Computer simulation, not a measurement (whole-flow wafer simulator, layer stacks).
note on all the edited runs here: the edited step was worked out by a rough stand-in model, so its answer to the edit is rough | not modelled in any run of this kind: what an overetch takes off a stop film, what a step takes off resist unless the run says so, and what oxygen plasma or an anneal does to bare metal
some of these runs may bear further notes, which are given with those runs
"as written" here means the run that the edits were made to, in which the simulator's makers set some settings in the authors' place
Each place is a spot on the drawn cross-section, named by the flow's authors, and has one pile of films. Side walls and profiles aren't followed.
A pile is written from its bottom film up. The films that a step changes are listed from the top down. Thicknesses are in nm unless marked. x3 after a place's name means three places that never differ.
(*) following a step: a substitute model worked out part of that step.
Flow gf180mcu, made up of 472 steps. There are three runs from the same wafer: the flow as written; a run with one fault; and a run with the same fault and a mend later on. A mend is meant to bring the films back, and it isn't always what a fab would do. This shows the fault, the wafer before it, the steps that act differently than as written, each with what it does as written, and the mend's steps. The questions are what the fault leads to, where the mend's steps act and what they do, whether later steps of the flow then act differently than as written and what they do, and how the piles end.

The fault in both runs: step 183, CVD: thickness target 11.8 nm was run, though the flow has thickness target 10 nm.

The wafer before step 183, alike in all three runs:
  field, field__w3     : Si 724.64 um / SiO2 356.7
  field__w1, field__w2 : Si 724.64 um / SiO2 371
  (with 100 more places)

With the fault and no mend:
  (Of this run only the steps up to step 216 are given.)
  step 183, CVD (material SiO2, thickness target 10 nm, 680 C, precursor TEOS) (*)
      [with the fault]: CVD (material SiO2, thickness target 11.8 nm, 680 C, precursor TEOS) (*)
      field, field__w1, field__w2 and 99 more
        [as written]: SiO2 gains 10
        [with the fault]: SiO2 gains 11.8
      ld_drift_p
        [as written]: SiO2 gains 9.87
        [with the fault]: SiO2 gains 11.6
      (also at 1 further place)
  Later steps of the flow acting differently than as written (13 other steps are not shown; they differ only slightly, by no more than 2% or 0.5 nm, whichever is larger):
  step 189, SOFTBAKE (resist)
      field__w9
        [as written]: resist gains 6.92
        [with the fault]: resist loses 3.07
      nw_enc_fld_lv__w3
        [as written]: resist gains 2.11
        [with the fault]: resist loses 1.6
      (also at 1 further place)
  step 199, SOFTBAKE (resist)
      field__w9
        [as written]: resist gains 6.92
        [with the fault]: resist loses 3.07
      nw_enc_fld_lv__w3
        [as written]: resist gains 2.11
        [with the fault]: resist loses 1.6
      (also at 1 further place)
  The piles after step 216 differ from the flow's at active, n_well, p_well and 52 more by more than 2% or 0.5 nm, whichever is larger.
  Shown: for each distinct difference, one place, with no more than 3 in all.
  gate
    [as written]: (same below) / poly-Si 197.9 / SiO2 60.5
    [with the fault]: (same below) / poly-Si 197.9 / SiO2 62.3
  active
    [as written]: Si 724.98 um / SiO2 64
    [with the fault]: Si 724.98 um / SiO2 65.8
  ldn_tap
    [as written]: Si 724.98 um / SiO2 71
    [with the fault]: Si 724.98 um / SiO2 72.8

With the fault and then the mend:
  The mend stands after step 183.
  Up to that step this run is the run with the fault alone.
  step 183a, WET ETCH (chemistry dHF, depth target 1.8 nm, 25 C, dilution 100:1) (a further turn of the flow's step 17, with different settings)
      field, field__w1, field__w2 and 101 more
        SiO2 loses 1.8
  None of the later steps of the flow differs from how it acts as written, at any place that is followed, by more than 2% or 0.5 nm, whichever is larger.
  At every place that both follow, the piles at the end match the flow's.
